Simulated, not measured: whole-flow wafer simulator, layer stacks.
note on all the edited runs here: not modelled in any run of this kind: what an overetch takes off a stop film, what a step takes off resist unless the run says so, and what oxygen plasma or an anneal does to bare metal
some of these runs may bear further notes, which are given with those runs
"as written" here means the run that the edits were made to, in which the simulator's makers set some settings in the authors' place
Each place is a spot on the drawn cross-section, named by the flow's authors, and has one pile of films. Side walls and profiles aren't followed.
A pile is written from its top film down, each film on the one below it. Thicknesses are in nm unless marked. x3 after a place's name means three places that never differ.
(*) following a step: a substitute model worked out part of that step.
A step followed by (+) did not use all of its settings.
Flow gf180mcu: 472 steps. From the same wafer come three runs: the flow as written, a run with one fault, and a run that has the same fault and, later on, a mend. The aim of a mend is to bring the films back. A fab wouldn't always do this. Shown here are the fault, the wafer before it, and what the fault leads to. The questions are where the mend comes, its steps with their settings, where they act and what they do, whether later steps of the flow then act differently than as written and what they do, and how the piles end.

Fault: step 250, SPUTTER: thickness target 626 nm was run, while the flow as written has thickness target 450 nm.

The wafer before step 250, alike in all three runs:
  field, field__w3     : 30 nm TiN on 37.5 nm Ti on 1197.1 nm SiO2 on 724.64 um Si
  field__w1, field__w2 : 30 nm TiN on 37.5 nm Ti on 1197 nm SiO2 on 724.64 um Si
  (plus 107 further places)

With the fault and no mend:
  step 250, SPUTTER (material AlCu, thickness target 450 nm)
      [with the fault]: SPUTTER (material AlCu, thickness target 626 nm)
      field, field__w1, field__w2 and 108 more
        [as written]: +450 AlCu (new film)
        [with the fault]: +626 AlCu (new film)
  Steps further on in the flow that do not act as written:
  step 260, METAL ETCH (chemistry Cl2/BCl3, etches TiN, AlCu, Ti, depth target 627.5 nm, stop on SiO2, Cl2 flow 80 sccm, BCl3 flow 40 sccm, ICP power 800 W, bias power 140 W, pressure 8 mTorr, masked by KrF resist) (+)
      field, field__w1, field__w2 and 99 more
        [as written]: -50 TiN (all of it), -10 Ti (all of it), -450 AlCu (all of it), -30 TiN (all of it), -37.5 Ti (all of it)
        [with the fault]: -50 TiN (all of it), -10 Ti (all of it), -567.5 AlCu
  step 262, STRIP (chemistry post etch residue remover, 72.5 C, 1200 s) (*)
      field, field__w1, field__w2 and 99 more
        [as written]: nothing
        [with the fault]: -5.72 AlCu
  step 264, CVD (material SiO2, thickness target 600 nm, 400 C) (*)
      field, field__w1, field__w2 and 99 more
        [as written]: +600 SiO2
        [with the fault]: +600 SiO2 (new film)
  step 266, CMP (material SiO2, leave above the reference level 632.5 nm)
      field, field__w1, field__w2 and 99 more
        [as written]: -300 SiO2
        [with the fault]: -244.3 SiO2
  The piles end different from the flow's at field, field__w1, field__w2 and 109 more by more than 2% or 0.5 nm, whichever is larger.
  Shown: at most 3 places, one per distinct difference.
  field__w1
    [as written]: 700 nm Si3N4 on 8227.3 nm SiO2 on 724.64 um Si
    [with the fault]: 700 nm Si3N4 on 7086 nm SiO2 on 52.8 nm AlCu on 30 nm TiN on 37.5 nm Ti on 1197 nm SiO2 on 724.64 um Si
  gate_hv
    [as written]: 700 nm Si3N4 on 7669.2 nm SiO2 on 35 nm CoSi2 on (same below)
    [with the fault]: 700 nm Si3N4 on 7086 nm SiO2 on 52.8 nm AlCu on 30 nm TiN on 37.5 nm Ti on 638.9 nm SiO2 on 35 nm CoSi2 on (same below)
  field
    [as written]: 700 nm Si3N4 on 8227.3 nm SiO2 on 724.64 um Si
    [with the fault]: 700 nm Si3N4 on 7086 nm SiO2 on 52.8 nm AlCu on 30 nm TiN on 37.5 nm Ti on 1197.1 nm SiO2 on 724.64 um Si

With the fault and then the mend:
  The mend follows step 250.
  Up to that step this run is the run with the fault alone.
  step 250a, METAL ETCH (chemistry Cl2/BCl3, etches TiN, AlCu, Ti, depth target 176 nm, Cl2 flow 80 sccm, BCl3 flow 40 sccm, ICP power 800 W, bias power 140 W, pressure 8 mTorr)
      field, field__w1, field__w2 and 108 more
        -176 AlCu
  None of the later steps of the flow acts differently than as written at any place that is followed.
  The piles end the same as the flow's at every place that both follow.
